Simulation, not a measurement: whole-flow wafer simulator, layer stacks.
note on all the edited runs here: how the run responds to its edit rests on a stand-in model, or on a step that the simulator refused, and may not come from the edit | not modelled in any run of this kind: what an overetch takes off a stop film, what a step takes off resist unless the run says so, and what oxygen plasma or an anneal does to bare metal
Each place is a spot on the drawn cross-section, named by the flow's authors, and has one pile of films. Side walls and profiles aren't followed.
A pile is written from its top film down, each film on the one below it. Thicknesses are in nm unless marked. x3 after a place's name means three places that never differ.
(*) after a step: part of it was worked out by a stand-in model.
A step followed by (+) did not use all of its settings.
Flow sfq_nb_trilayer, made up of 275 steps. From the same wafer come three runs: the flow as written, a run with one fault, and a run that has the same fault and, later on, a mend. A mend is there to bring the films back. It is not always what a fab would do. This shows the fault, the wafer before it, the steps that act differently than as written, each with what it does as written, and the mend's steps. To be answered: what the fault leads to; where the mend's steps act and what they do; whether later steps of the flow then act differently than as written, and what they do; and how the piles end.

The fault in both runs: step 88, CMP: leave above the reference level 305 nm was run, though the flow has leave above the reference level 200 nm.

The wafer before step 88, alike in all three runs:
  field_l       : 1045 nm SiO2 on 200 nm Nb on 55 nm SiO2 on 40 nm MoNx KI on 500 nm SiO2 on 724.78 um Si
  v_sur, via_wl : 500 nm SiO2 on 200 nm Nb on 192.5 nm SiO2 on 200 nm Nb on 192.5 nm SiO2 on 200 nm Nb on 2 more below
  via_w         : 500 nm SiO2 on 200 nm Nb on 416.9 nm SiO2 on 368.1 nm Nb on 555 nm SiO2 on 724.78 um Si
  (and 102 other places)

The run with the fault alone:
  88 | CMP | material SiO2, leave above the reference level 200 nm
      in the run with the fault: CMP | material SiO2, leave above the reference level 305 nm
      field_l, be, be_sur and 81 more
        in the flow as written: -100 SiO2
        in the run with the fault: nothing
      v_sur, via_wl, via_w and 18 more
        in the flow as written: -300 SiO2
        in the run with the fault: -195 SiO2
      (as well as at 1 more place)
  Later steps of the flow acting differently than as written (not shown: 6 more steps that differ only slightly, by at most 2% or 0.5 nm, whichever is larger):
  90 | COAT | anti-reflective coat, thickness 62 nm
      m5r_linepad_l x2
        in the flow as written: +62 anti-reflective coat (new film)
        in the run with the fault: +64 anti-reflective coat (new film)
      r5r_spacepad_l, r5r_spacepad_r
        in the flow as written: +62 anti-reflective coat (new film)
        in the run with the fault: +64.1 anti-reflective coat (new film)
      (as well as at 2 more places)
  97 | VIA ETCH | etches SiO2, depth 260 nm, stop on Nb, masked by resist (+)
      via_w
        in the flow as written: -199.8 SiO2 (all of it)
        in the run with the fault: -260 SiO2
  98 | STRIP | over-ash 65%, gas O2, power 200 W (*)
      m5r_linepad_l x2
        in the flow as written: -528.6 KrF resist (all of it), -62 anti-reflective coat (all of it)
        in the run with the fault: -528 KrF resist (all of it), -64 anti-reflective coat (all of it)
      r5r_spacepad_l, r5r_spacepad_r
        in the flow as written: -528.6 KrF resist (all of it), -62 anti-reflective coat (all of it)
        in the run with the fault: -528.2 KrF resist (all of it), -64.1 anti-reflective coat (all of it)
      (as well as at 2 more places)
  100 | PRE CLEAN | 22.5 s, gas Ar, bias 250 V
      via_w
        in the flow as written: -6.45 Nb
        in the run with the fault: -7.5 SiO2
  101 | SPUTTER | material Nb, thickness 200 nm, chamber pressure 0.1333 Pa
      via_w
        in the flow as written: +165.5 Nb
        in the run with the fault: +152.6 Nb (new film)
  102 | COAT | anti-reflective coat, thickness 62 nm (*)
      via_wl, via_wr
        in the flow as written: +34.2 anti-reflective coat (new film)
        in the run with the fault: +22.9 anti-reflective coat (new film)
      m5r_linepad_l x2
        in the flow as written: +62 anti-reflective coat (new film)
        in the run with the fault: +63.8 anti-reflective coat (new film)
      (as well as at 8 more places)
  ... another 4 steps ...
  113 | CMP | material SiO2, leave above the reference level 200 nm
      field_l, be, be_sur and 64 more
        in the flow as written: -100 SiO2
        in the run with the fault: -95 SiO2
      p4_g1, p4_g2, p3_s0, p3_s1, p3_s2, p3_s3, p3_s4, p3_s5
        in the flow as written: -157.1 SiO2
        in the run with the fault: -152.1 SiO2
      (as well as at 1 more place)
  At field_l, v_sur, via_wl and 103 more, the piles at the end differ from the flow's by more than 2% or 0.5 nm, whichever is larger.
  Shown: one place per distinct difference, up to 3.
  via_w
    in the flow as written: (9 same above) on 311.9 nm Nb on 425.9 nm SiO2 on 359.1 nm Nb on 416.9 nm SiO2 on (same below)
    in the run with the fault: (9 same above) on 311.9 nm Nb on 500.1 nm SiO2 on 152.6 nm Nb on 37.3 nm SiO2 on 200 nm Nb on 416.9 nm SiO2 on (same below)
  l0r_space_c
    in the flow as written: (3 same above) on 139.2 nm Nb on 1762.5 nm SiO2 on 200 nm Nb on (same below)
    in the run with the fault: (3 same above) on 139.2 nm Nb on 1867.5 nm SiO2 on 200 nm Nb on (same below)
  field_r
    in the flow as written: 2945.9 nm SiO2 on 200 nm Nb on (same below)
    in the run with the fault: 3050.9 nm SiO2 on 200 nm Nb on (same below)

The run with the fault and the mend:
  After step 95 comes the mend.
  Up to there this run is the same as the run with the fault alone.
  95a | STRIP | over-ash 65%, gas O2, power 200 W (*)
      r_end, moat, field_r and 11 more
        -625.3 KrF resist (all of it), -62 anti-reflective coat (all of it)
      be_sur, m0r_line_l x2, m6r_line_l x2, m7r_line_l x2
        -625.9 KrF resist (all of it), -62.1 anti-reflective coat (all of it)
      c5j, ce_r, sp_r, p3_s1, p3_l6, l0r_space_c, l0r_line_r
        -625.4 KrF resist (all of it), -62.1 anti-reflective coat (all of it)
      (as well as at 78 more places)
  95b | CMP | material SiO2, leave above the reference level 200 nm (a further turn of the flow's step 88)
      field_l, be, be_sur and 81 more
        -100 SiO2
      v_sur, via_wl, via_w and 19 more
        -105 SiO2
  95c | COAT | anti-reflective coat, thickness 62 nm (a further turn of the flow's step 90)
      field_l, v_sur, via_wl and 103 more
        +62 anti-reflective coat (new film)
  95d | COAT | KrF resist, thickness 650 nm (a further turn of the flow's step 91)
      field_l, v_sur, via_wl and 103 more
        +650 KrF resist (new film)
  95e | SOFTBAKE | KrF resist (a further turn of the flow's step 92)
      leaves every film unchanged at each place that is followed
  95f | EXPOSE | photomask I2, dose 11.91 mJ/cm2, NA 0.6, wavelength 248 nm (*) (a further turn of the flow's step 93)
      leaves every film unchanged at each place that is followed
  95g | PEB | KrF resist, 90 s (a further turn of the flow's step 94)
      field_l, v_sur, via_wl and 103 more
        -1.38 KrF resist
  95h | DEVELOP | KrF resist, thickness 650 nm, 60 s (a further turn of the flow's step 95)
      field_l, v_sur, via_wl and 102 more
        -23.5 KrF resist
      via_w
        -648.6 KrF resist (all of it)
  Every later step of the flow that is run acts as written at every place that is followed.
  At every place that both follow, the piles at the end match the flow's.
